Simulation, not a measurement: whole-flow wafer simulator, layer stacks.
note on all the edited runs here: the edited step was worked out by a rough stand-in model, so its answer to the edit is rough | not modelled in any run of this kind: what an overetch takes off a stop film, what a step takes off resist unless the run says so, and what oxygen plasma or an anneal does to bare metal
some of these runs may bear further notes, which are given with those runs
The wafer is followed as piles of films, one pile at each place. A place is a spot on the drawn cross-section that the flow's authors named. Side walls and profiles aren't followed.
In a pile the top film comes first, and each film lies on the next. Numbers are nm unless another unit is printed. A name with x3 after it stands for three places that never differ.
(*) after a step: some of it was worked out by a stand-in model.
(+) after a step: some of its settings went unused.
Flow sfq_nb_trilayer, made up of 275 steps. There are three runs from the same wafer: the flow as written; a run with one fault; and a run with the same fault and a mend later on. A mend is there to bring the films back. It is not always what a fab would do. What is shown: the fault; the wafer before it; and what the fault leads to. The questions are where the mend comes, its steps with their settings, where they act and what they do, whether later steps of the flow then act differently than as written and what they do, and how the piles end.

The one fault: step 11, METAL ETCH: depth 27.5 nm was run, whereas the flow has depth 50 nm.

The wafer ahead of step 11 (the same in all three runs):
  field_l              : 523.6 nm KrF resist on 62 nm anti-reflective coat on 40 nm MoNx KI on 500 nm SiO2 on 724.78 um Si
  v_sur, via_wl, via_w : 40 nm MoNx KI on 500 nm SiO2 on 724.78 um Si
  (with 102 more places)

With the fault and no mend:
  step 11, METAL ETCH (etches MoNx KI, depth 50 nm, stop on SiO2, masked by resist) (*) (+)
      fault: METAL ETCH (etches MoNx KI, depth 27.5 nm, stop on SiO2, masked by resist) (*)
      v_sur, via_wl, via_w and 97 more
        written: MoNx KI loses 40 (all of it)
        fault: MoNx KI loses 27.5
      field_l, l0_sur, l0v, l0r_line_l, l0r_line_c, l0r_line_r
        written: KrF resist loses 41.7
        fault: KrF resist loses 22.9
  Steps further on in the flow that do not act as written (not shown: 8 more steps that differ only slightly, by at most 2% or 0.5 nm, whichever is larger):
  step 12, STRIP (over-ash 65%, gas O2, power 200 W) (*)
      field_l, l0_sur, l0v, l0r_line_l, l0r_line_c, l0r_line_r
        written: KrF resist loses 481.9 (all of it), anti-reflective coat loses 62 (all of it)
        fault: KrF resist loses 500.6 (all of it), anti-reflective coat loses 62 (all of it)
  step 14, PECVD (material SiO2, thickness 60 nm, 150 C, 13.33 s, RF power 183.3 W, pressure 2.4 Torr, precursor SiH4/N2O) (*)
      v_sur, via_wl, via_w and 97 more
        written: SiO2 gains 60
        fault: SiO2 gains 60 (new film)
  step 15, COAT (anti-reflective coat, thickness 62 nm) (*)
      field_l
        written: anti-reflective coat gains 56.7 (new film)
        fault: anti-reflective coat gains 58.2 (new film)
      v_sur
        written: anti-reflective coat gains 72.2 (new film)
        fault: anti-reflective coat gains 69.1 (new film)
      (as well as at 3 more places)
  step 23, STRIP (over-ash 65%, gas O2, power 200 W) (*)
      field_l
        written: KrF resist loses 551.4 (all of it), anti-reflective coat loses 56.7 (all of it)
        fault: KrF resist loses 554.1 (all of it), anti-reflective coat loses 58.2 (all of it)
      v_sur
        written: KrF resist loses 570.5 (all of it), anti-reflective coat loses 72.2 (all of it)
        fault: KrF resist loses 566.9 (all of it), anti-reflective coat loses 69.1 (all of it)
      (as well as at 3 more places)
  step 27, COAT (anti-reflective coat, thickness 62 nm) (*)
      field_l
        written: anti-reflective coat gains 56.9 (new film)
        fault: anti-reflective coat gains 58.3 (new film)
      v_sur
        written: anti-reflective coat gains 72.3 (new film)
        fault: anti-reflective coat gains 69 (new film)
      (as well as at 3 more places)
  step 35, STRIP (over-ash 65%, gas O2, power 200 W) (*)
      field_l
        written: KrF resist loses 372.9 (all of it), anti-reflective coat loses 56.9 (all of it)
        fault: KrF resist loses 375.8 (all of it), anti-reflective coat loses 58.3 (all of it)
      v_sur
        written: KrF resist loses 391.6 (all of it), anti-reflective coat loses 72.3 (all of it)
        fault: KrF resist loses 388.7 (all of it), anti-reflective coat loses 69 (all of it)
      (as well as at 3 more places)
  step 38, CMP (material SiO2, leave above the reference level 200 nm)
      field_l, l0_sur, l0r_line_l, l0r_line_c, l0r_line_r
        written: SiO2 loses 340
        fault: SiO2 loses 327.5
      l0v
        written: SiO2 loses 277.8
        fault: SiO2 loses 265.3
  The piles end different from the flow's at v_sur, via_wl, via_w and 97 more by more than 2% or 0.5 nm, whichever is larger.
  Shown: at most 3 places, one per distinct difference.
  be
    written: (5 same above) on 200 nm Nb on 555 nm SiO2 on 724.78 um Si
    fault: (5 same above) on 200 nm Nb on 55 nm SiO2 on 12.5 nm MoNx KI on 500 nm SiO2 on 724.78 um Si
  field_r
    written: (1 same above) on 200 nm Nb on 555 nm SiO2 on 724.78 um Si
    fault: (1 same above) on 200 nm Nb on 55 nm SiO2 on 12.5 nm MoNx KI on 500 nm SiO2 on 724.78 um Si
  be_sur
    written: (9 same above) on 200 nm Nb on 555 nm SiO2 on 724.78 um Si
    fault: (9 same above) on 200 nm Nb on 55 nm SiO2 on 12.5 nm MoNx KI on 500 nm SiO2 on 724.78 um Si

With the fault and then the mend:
  The mend stands after step 12.
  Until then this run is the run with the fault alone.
  step 12a, COAT (anti-reflective coat, thickness 62 nm) (*) (a further turn of the flow's step 4)
      p4_fl x3, p4_w1 x9, p4_g1 x2 and 59 more
        anti-reflective coat gains 62 (new film)
      wire, be, be_sur and 12 more
        anti-reflective coat gains 63.2 (new film)
      via_w, via_wr, ln_m6
        anti-reflective coat gains 63.5 (new film)
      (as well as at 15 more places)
  step 12b, COAT (KrF resist, thickness 600 nm) (*) (a further turn of the flow's step 5)
      p4_fl x3, p4_w1 x9, p4_g1 x2 and 59 more
        KrF resist gains 600 (new film)
      jj_sur, ce_l, c5j, ce_r, sp_r, be_r, r_sur
        KrF resist gains 604.6 (new film)
      be_sur, gap, res, r_end
        KrF resist gains 604.7 (new film)
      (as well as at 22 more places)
  step 12c, SOFTBAKE (KrF resist) (a further turn of the flow's step 6)
      leaves every film unchanged at each place that is followed
  step 12d, EXPOSE (photomask L0, dose 11.59 mJ/cm2, NA 0.6, wavelength 248 nm) (*) (a further turn of the flow's step 7)
      leaves every film unchanged at each place that is followed
  step 12e, PEB (KrF resist, 90 s) (a further turn of the flow's step 8)
      p4_fl x3, p4_w1 x9, p4_g1 x2 and 62 more
        KrF resist loses 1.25
      via_v, wire, be and 15 more
        KrF resist loses 1.26
      v_sur, via_wl, via_w, via_wr, via_sp, lsp_m, ln_m6, lsp_r
        KrF resist loses 1.27
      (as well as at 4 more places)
  step 12f, DEVELOP (KrF resist, thickness 600 nm, 60 s) (a further turn of the flow's step 9)
      p4_fl x3, p4_w1 x9, p4_g1 x2 and 59 more
        KrF resist loses 598.7 (all of it)
      field_l, l0_sur, l0v, l0r_line_l, l0r_line_c, l0r_line_r
        KrF resist loses 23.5
      gap, jj_sur, ce_l, r_sur, res, r_end
        KrF resist loses 603.4 (all of it)
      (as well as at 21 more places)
  step 12g, METAL ETCH (etches anti-reflective coat, depth 125 nm, masked by resist) (*) (+) (a further turn of the flow's step 10)
      p4_fl x3, p4_w1 x9, p4_g1 x2 and 59 more
        anti-reflective coat loses 62 (all of it)
      wire, be, be_sur and 12 more
        anti-reflective coat loses 63.2 (all of it)
      field_l, l0_sur, l0v, l0r_line_l, l0r_line_c, l0r_line_r
        KrF resist loses 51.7
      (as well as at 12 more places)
  step 12h, METAL ETCH (etches MoNx KI, depth 22.5 nm, stop on SiO2, masked by resist) (+) (a further turn of the flow's step 11, with different settings)
      v_sur, via_wl, via_w and 97 more
        MoNx KI loses 12.5 (all of it)
      field_l, l0_sur, l0v, l0r_line_l, l0r_line_c, l0r_line_r
        KrF resist loses 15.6
  step 12i, STRIP (over-ash 65%, gas O2, power 200 W) (*) (a further turn of the flow's step 12)
      l0r_line_l, l0r_line_c, l0r_line_r
        KrF resist loses 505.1 (all of it), anti-reflective coat loses 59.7 (all of it)
      field_l
        KrF resist loses 501.6 (all of it), anti-reflective coat loses 58 (all of it)
      l0_sur
        KrF resist loses 502.8 (all of it), anti-reflective coat loses 56 (all of it)
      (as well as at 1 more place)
  None of the later steps of the flow acts differently than as written at any place that is followed.
  The piles end the same as the flow's at every place that both follow.
